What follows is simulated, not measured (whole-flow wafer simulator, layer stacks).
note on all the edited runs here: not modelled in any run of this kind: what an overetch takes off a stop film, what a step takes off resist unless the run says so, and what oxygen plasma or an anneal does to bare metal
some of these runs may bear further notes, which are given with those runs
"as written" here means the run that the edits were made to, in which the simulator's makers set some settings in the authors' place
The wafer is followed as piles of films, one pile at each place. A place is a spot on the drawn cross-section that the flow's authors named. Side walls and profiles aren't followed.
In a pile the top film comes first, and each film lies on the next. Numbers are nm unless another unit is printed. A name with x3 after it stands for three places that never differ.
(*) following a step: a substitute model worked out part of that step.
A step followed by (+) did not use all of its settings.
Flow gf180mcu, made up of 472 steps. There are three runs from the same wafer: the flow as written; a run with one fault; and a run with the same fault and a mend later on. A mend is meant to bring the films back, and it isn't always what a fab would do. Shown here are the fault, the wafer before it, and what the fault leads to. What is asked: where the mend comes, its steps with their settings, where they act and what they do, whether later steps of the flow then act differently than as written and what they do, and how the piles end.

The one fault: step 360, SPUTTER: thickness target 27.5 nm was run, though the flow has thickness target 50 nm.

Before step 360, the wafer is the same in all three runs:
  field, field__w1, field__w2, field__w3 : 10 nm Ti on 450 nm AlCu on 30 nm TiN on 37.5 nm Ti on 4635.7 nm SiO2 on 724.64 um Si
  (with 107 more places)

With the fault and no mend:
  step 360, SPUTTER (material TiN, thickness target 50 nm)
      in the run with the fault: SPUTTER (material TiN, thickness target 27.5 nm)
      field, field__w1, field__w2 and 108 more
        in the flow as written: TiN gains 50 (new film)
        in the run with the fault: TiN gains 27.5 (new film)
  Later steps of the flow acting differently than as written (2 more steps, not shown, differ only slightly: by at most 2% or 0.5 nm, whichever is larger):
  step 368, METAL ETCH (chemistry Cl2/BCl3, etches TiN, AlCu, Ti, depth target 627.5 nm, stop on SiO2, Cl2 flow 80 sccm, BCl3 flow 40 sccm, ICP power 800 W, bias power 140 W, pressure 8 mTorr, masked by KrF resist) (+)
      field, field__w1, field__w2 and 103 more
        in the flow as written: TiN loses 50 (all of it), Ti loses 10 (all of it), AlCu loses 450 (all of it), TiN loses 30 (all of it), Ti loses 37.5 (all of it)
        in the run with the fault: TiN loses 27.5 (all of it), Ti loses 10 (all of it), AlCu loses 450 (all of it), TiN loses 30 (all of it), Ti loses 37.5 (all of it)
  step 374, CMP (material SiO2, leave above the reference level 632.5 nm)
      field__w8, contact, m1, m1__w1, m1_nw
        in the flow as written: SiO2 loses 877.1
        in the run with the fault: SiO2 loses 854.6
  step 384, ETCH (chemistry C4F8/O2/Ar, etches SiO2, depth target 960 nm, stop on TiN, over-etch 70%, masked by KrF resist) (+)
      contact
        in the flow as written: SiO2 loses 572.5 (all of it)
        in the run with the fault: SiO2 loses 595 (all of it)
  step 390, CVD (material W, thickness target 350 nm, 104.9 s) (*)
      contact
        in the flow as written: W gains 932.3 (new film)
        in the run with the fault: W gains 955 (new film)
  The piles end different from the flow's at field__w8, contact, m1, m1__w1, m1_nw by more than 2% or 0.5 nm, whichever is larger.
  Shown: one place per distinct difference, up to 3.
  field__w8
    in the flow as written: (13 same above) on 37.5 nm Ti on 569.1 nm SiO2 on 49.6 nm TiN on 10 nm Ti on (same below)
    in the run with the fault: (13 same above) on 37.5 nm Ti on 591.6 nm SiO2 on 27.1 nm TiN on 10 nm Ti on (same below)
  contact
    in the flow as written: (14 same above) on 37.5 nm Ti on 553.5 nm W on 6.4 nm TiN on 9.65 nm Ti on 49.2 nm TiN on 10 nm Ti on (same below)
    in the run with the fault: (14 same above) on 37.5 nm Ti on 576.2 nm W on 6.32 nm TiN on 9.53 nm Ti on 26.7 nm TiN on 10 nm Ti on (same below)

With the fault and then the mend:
  After step 367 comes the mend.
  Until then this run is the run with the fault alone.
  step 367a, STRIP (chemistry O2/N2, power 2160 W, pressure 1700 mTorr) (*)
      field__w8, contact, m1, m1__w1, m1_nw
        KrF resist loses 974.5 (all of it)
  step 367b, SPUTTER (material TiN, thickness target 22.5 nm) (the flow's step 360, run once more with other settings)
      field, field__w1, field__w2 and 108 more
        TiN gains 22.5
  step 367c, HMDS (120 C, 60 s) (the flow's step 362, run once more)
      does not change any film at any place that is followed
  step 367d, COAT (KrF resist, thickness 1000 nm) (the flow's step 363, run once more)
      field, field__w1, field__w2 and 108 more
        KrF resist gains 1000 (new film)
  step 367e, SOFTBAKE (KrF resist) (the flow's step 364, run once more)
      does not change any film at any place that is followed
  step 367f, EXPOSE (photomask Metal4) (the flow's step 365, run once more)
      does not change any film at any place that is followed
  step 367g, PEB (KrF resist, 135 C, 90 s) (the flow's step 366, run once more)
      field, field__w1, field__w2 and 108 more
        KrF resist loses 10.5
  step 367h, DEVELOP (thickness 1000 nm, 60 s) (the flow's step 367, run once more)
      field, field__w1, field__w2 and 103 more
        KrF resist loses 989.5 (all of it)
      field__w8, contact, m1, m1__w1, m1_nw
        KrF resist loses 14.9
  None of the later steps of the flow acts differently than as written at any place that is followed.
  The piles end the same as the flow's at every place that both follow.
